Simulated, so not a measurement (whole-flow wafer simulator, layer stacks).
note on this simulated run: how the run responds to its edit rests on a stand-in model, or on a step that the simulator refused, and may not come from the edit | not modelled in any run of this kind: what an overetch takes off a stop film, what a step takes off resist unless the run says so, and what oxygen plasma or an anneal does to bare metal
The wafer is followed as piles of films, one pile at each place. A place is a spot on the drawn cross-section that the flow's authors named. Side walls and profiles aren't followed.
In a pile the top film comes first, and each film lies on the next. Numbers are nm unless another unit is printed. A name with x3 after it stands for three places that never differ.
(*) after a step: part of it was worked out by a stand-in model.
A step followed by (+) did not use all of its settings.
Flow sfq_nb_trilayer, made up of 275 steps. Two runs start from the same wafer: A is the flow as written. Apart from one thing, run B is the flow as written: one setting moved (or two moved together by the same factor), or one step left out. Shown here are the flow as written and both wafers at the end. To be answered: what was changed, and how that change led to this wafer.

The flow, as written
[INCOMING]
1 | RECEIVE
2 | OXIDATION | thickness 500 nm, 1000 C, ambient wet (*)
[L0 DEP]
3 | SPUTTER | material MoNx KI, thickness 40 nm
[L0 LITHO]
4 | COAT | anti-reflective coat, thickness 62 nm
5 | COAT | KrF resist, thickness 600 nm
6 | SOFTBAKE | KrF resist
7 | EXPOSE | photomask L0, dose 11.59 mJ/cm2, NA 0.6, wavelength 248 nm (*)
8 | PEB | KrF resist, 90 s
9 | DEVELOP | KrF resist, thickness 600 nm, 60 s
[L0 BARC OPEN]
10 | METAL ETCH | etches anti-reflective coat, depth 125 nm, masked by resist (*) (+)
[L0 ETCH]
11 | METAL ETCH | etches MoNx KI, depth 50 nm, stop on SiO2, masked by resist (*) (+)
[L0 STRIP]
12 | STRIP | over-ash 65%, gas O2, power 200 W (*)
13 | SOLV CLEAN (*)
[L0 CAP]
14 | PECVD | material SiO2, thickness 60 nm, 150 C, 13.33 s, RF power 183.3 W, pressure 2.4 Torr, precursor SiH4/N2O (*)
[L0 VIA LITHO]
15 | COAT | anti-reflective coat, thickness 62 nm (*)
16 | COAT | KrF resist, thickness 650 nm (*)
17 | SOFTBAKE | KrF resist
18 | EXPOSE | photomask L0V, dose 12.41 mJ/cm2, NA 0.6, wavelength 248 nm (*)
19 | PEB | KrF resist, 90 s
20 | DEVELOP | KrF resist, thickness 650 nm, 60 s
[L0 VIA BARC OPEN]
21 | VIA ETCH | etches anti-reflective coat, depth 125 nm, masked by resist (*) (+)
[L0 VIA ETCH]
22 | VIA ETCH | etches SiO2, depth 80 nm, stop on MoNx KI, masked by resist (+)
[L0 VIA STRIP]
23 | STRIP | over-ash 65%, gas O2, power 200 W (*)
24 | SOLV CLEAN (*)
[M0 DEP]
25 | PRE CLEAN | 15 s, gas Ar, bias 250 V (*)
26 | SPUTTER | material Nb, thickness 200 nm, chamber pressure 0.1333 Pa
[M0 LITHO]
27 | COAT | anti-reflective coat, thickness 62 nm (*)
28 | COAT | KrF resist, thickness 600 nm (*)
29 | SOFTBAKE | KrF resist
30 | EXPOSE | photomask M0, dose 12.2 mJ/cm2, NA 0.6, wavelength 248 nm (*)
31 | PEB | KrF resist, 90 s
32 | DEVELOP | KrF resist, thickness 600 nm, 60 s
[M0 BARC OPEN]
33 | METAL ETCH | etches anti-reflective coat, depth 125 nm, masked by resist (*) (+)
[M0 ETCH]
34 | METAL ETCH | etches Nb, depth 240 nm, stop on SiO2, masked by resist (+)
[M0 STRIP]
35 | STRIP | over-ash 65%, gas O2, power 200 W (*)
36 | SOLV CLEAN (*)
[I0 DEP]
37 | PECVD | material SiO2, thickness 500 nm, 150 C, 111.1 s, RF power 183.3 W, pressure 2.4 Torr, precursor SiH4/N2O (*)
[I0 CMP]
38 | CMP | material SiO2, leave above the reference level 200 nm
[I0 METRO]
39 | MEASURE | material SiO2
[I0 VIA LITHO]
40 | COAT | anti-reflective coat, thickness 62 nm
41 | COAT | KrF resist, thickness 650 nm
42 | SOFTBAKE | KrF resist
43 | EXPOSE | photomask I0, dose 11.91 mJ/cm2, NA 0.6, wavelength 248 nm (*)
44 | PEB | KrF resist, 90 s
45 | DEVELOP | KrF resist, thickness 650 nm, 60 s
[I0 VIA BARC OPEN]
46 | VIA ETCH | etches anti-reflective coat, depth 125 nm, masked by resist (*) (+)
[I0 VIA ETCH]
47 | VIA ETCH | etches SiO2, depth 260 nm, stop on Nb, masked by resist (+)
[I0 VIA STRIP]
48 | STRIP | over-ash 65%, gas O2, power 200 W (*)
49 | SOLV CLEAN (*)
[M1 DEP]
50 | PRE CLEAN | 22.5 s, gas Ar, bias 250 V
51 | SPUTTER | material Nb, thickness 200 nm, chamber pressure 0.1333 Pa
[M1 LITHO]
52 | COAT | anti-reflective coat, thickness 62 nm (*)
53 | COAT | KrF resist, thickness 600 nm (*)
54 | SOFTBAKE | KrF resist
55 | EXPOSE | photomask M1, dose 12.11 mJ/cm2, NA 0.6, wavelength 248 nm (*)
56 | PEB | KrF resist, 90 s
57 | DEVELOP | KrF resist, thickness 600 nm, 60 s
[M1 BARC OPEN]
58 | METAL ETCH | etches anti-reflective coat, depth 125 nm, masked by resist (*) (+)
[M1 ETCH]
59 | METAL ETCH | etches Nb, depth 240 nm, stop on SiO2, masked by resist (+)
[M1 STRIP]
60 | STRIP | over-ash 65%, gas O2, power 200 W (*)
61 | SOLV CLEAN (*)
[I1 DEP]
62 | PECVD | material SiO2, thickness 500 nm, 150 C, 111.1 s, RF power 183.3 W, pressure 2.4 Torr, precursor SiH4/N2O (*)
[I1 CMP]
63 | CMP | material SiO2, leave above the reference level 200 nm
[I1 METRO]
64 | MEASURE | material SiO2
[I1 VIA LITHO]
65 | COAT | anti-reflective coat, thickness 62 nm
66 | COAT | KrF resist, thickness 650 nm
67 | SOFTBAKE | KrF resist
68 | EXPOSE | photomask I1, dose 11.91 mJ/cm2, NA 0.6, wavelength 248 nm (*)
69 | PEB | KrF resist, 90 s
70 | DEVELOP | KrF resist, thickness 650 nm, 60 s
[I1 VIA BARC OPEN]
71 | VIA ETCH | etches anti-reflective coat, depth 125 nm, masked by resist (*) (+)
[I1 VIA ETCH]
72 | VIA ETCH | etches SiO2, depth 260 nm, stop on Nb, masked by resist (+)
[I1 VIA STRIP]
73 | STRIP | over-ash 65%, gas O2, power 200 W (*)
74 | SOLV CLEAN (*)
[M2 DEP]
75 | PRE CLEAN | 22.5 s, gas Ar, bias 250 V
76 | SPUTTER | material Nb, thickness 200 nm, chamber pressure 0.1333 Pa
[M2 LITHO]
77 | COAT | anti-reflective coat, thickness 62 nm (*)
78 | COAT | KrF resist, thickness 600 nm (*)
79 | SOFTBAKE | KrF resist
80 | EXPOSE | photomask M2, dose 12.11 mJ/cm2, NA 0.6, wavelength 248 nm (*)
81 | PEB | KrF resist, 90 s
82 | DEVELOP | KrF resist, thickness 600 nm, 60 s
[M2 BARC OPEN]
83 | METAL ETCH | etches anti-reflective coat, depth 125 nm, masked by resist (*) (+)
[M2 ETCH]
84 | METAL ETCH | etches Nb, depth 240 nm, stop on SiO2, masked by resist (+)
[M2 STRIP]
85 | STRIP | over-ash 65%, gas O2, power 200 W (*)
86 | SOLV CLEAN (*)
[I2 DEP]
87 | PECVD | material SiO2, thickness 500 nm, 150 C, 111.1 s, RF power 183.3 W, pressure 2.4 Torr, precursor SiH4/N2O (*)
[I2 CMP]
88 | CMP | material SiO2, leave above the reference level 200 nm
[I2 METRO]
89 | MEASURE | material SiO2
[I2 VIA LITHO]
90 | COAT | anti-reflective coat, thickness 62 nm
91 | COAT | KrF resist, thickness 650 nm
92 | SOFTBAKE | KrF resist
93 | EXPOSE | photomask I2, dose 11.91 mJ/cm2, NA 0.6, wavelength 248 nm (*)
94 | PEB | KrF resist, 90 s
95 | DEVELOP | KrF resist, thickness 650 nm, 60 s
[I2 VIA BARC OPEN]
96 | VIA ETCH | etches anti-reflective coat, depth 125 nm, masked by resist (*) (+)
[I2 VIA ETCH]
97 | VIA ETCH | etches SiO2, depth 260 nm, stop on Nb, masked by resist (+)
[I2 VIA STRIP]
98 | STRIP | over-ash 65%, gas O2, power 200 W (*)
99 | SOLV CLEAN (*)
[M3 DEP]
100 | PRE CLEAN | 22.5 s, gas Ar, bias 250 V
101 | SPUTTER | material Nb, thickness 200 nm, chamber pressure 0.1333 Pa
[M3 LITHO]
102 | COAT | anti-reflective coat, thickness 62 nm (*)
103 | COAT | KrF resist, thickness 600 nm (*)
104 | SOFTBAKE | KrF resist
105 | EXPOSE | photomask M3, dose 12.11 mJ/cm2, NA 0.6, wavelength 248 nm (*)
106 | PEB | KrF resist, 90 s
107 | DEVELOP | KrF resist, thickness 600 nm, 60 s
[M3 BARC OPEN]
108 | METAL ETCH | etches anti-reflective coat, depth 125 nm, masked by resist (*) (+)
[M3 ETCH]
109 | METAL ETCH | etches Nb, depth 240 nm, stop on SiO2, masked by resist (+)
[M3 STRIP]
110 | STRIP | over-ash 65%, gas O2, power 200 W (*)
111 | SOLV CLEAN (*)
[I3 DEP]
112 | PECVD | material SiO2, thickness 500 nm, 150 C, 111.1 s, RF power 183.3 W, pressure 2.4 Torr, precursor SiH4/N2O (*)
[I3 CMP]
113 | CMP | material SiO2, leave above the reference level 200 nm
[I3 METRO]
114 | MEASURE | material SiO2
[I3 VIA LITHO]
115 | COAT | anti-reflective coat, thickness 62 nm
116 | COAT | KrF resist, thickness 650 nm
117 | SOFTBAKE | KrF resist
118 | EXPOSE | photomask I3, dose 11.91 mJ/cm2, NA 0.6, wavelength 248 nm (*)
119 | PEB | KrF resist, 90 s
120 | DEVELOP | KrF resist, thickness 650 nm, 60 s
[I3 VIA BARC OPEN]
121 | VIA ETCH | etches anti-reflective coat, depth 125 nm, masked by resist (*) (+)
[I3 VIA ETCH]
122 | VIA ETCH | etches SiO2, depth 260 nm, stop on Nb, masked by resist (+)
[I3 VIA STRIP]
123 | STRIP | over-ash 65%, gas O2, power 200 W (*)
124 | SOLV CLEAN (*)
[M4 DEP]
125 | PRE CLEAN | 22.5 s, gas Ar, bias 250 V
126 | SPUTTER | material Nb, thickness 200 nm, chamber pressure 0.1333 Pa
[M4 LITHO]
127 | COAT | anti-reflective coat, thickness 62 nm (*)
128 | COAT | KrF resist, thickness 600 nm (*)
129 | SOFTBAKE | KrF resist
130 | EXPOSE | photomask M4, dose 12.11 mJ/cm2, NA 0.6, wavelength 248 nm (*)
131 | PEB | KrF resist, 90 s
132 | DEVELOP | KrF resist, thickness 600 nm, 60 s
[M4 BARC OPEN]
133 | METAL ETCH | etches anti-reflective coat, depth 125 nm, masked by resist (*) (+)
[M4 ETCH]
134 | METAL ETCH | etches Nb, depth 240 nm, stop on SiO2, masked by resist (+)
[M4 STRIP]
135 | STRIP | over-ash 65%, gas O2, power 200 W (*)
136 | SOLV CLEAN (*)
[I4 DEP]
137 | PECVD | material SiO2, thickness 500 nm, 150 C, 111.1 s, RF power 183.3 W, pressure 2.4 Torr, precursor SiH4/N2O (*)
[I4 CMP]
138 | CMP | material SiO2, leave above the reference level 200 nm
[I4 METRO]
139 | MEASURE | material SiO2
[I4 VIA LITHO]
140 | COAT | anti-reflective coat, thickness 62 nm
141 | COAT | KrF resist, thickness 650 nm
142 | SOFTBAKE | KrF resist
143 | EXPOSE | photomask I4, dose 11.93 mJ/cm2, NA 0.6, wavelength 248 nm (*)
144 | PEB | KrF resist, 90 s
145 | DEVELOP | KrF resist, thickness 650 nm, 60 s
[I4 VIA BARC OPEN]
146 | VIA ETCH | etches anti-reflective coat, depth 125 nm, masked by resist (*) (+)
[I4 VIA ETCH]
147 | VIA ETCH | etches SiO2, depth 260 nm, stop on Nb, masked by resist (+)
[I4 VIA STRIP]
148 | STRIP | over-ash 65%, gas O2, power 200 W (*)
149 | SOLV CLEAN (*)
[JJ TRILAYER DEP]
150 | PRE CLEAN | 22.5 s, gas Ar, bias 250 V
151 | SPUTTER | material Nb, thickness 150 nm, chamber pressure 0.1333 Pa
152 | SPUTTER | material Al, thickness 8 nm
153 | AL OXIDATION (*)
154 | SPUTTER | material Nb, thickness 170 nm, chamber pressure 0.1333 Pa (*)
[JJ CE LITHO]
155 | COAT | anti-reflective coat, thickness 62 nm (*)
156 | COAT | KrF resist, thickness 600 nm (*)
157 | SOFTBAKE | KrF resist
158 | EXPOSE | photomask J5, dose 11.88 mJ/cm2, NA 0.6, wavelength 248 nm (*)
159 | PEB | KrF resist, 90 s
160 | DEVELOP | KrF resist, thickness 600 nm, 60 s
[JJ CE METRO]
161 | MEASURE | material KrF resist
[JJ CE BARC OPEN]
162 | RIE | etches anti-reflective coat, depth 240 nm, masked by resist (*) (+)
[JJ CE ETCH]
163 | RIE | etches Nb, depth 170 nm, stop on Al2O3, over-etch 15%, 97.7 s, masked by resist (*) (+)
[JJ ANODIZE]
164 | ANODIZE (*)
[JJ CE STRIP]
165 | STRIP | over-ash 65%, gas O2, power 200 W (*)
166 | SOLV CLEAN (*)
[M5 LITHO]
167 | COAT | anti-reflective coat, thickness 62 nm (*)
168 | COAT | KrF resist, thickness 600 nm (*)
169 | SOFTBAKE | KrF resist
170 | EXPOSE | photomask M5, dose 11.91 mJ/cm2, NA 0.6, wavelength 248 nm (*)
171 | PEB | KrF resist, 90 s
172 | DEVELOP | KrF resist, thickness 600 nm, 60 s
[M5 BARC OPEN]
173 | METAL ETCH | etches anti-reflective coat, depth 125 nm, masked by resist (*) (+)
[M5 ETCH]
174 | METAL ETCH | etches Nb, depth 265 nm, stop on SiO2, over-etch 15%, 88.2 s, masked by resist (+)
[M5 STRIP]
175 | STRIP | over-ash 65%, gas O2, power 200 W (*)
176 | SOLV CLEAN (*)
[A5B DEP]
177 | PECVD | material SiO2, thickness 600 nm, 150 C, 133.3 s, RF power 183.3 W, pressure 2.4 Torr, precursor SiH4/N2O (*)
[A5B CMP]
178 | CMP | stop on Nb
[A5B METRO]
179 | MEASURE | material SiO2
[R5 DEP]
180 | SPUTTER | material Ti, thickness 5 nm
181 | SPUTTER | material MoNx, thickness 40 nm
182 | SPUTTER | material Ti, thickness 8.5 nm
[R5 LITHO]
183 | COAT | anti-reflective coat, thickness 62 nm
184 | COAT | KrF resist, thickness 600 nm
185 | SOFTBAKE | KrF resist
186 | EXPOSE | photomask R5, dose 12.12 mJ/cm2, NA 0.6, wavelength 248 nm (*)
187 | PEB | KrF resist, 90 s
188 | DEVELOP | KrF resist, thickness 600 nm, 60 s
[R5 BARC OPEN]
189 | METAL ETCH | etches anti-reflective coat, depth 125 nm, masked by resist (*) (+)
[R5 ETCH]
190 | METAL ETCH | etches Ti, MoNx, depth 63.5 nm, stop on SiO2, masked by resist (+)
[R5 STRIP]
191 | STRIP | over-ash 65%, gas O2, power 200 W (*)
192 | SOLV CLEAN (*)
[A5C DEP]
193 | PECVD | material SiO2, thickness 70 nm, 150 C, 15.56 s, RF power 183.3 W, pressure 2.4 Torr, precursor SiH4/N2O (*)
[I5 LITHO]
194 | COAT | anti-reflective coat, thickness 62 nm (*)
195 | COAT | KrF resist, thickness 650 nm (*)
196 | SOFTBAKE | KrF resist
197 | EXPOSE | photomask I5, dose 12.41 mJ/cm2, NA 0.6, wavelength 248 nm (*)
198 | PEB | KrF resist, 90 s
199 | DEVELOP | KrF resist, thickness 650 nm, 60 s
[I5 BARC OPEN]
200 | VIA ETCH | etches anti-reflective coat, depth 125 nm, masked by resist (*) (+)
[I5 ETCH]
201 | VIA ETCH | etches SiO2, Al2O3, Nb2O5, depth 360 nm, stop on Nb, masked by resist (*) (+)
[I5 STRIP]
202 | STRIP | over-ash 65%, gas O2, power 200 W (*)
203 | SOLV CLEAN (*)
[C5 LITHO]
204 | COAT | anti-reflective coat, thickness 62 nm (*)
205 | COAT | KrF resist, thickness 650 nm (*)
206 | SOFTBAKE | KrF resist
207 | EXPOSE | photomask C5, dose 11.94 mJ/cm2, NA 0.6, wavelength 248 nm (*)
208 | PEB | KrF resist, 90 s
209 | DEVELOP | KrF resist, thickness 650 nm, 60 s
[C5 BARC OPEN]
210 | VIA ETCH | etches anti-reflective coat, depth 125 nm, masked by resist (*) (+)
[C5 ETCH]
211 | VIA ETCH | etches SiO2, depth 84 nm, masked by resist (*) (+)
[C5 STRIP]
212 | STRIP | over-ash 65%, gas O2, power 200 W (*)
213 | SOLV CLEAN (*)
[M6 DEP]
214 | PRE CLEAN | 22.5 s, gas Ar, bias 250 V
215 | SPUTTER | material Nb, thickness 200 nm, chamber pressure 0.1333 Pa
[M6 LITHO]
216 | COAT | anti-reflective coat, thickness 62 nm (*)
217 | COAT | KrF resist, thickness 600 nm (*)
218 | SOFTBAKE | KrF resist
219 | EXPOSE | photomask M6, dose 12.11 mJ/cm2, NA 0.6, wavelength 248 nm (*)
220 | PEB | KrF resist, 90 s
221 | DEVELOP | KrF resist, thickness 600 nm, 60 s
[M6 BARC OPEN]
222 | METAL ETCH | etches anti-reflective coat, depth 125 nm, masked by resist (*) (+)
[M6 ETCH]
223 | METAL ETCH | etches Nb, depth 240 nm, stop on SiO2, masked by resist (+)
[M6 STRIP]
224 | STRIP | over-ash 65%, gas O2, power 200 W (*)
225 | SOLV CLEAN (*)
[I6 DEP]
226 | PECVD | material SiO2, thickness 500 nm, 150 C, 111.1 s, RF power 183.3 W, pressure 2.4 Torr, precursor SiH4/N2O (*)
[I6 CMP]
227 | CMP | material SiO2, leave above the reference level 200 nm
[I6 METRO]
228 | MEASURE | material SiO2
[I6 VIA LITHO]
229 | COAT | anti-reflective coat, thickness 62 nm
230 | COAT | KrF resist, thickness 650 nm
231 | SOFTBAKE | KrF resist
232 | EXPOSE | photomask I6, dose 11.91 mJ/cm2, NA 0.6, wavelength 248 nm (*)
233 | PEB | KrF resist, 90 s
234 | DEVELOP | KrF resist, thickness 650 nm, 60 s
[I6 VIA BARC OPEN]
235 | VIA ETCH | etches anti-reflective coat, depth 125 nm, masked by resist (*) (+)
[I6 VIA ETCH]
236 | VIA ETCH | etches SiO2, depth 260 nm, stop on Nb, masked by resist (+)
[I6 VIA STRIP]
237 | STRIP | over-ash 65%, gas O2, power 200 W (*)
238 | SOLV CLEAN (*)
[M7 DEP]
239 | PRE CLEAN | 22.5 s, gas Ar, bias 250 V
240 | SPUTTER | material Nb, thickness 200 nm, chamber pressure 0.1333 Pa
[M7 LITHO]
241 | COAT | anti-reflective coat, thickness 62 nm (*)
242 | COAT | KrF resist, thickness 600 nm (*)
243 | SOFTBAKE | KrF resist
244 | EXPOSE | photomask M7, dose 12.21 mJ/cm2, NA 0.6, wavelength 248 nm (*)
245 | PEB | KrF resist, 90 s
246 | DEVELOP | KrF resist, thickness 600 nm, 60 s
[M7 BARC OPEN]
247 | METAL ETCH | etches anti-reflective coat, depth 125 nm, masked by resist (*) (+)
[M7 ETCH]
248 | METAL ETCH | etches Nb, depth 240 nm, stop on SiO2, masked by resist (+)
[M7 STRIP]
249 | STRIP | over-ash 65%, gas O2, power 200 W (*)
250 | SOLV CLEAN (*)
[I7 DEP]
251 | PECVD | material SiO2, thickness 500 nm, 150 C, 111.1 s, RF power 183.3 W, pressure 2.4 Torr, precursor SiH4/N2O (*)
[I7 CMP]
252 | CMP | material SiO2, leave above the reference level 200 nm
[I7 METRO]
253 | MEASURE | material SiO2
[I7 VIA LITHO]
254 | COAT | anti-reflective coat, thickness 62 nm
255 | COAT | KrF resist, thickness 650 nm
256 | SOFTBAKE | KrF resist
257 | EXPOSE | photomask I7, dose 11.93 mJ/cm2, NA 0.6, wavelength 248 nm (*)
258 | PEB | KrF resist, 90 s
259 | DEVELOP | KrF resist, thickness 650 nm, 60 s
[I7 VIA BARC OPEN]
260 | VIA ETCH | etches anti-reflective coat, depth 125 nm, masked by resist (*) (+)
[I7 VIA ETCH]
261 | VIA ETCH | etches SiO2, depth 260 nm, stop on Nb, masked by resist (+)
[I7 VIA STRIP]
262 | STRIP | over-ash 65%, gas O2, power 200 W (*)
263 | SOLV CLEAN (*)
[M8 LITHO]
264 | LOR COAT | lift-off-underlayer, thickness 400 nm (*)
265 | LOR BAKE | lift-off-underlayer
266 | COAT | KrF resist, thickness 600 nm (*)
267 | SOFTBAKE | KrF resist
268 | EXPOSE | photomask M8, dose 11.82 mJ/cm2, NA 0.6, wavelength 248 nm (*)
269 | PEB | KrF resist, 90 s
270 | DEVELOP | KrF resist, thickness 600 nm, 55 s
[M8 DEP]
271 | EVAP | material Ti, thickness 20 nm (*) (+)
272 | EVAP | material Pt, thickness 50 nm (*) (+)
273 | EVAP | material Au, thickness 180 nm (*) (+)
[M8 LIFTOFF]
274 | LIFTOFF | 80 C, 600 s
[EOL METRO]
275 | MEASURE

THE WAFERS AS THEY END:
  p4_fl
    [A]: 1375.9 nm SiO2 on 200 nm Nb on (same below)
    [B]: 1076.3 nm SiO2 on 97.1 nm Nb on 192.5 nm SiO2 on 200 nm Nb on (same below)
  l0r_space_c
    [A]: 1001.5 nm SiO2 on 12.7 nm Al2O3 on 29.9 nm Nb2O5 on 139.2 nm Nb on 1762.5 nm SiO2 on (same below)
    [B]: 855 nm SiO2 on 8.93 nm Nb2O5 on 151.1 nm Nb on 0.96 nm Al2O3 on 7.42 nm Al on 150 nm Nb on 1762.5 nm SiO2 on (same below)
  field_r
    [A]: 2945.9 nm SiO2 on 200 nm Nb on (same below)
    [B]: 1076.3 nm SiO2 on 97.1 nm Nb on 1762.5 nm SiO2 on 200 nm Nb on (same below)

What caused this: step 163, RIE: etches Nb, depth 170 nm, stop on Al2O3, over-etch 15%, 97.7 s, masked by resist (*) (+), was not run.

The path from the change to this, step by step:
  164 | ANODIZE (*)
      field_l, v_sur, via_sp and 96 more: A Al2O3 gains 12.2, Nb2O5 gains 29.9 (new film), Al loses 7.42 (all of it), Nb loses 10.8 | B Nb2O5 gains 52.6 (new film), Nb loses 18.9
      via_wl, via_wr: A Al2O3 gains 7.52 (new film), Nb2O5 gains 39.2 (new film), Al loses 4.56 (all of it), Nb loses 14.1 | B Nb2O5 gains 52.6 (new film), Nb loses 18.9
      (and at 1 other place as well)
  165 | STRIP | over-ash 65%, gas O2, power 200 W (*)
      ce_l: A KrF resist loses 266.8 (all of it), anti-reflective coat loses 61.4 (all of it) | B KrF resist loses 364.5 (all of it), anti-reflective coat loses 61.4 (all of it)
      c5j: A KrF resist loses 266.9 (all of it), anti-reflective coat loses 61.5 (all of it) | B KrF resist loses 364.6 (all of it), anti-reflective coat loses 61.5 (all of it)
      (and at 2 other places as well)
  167 | COAT | anti-reflective coat, thickness 62 nm (*)
      wl_j_sl, wl_j_sr: A anti-reflective coat gains 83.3 (new film) | B anti-reflective coat gains 55.9 (new film)
      v_sur: A anti-reflective coat gains 44.9 (new film) | B anti-reflective coat gains 39.9 (new film)
      (and at 13 other places as well)
  168 | COAT | KrF resist, thickness 600 nm (*)
      via_wl: A KrF resist gains 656 (new film) | B KrF resist gains 678.9 (new film)
      via_w: A KrF resist gains 732.6 (new film) | B KrF resist gains 757.3 (new film)
      (and at 8 other places as well)
  172 | DEVELOP | KrF resist, thickness 600 nm, 60 s
      wl_a_sl: A KrF resist loses 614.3 (all of it) | B KrF resist loses 595.9 (all of it)
  173 | METAL ETCH | etches anti-reflective coat, depth 125 nm, masked by resist (*) (+)
      wl_a_sl: A anti-reflective coat loses 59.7 (all of it), Al2O3 loses 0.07 | B anti-reflective coat loses 61.7 (all of it)
  174 | METAL ETCH | etches Nb, depth 265 nm, stop on SiO2, over-etch 15%, 88.2 s, masked by resist (+)
      field_l, r_sur, res and 50 more: A Al2O3 loses 12.6 (all of it), Nb2O5 loses 29.9 (all of it), Nb loses 139.2 (all of it), SiO2 loses 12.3 | B Nb2O5 loses 52.6 (all of it), Nb loses 151.1 (all of it), Al2O3 loses 0.96 (all of it), Al loses 7.42 (all of it), Nb loses 52.9
  175 | STRIP | over-ash 65%, gas O2, power 200 W (*)
      wl_j_sl, wl_j_sr: A KrF resist loses 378 (all of it), anti-reflective coat loses 83.3 (all of it) | B KrF resist loses 371.5 (all of it), anti-reflective coat loses 55.9 (all of it)
      v_sur: A KrF resist loses 349.2 (all of it), anti-reflective coat loses 44.9 (all of it) | B KrF resist loses 343.3 (all of it), anti-reflective coat loses 39.9 (all of it)
      (and at 12 other places as well)
  177 | PECVD | material SiO2, thickness 600 nm, 150 C, 133.3 s, RF power 183.3 W, pressure 2.4 Torr, precursor SiH4/N2O (*)
      field_l, p4_fl, p4_fm and 39 more: A SiO2 gains 600 | B SiO2 gains 600 (new film)
      r_sur, res, r_end, moat, field_r, lsp_l: A SiO2 gains 592.9 | B SiO2 gains 590.4 (new film)
      (and at 5 other places as well)
  178 | CMP | stop on Nb
      v_sur, via_sp, via_v and 43 more: A SiO2 loses 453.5 | B SiO2 loses 600 (all of it), Nb2O5 loses 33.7
      field_l, p4_fl, p4_fm and 39 more: A SiO2 loses 259.3 | B SiO2 loses 368.7
      (and at 14 other places as well)
  190 | METAL ETCH | etches Ti, MoNx, depth 63.5 nm, stop on SiO2, masked by resist (+)
      v_sur, via_sp, via_v and 39 more: A Ti loses 8.5 (all of it), MoNx loses 40 (all of it), Ti loses 5 (all of it) | B Ti loses 8.5 (all of it), MoNx loses 40 (all of it), Ti loses 5 (all of it), Nb2O5 loses 10
  193 | PECVD | material SiO2, thickness 70 nm, 150 C, 15.56 s, RF power 183.3 W, pressure 2.4 Torr, precursor SiH4/N2O (*)
      v_sur, via_sp, via_v and 39 more: A SiO2 gains 70 | B SiO2 gains 70 (new film)
  194 | COAT | anti-reflective coat, thickness 62 nm (*)
      wl_b_m5, wl_e_m5, wl_g_m5: A anti-reflective coat gains 62 (new film) | B anti-reflective coat gains 65.8 (new film)
      m5r_line_l, m5r_line_r: A anti-reflective coat gains 62 (new film) | B anti-reflective coat gains 64.7 (new film)
      (and at 24 other places as well)
  201 | VIA ETCH | etches SiO2, Al2O3, Nb2O5, depth 360 nm, stop on Nb, masked by resist (*) (+)
      be: A SiO2 loses 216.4 (all of it), Al2O3 loses 12.7 (all of it), Nb2O5 loses 29.9 (all of it) | B SiO2 loses 69.8 (all of it), Nb2O5 loses 8.93 (all of it)
  202 | STRIP | over-ash 65%, gas O2, power 200 W (*)
      m5r_line_l, m5r_line_r: A KrF resist loses 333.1 (all of it), anti-reflective coat loses 62 (all of it) | B KrF resist loses 335.6 (all of it), anti-reflective coat loses 64.7 (all of it)
      m5r_space_l, m5r_space_r: A KrF resist loses 333.1 (all of it), anti-reflective coat loses 62 (all of it) | B KrF resist loses 330.4 (all of it), anti-reflective coat loses 60.3 (all of it)
      (and at 25 other places as well)
  204 | COAT | anti-reflective coat, thickness 62 nm (*)
      wl_b_m5, wl_e_m5, wl_g_m5: A anti-reflective coat gains 62 (new film) | B anti-reflective coat gains 65.8 (new film)
      m5r_line_l, m5r_line_r: A anti-reflective coat gains 62 (new film) | B anti-reflective coat gains 64.7 (new film)
      (and at 29 other places as well)
  ... 9 further steps ...
  227 | CMP | material SiO2, leave above the reference level 200 nm
      field_l, p4_fl, p4_fm and 35 more: A SiO2 loses 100 | B SiO2 loses 110
      via_wl, via_w, via_wr, ln_m6, wl_a_m6, wl_c_m6, wl_f_m6: A SiO2 loses 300 | B SiO2 loses 310
      (and at 23 other places as well)
If metal films that touch count as one body, p4_fl has 3 bodies (between them, from the top down: SiO2 192.5; SiO2 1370); the flow as written gives 2 bodies (between them, from the top down: SiO2 1370).
If metal films that touch count as one body, l0r_space_c has 3 bodies (between them, from the top down: Al2O3 0.96; SiO2 1762.5); the flow as written gives 2 bodies (between them, from the top down: SiO2 1762.5).
If metal films that touch count as one body, field_r has 2 bodies (between them, from the top down: SiO2 1762.5); the flow as written gives 1 body.
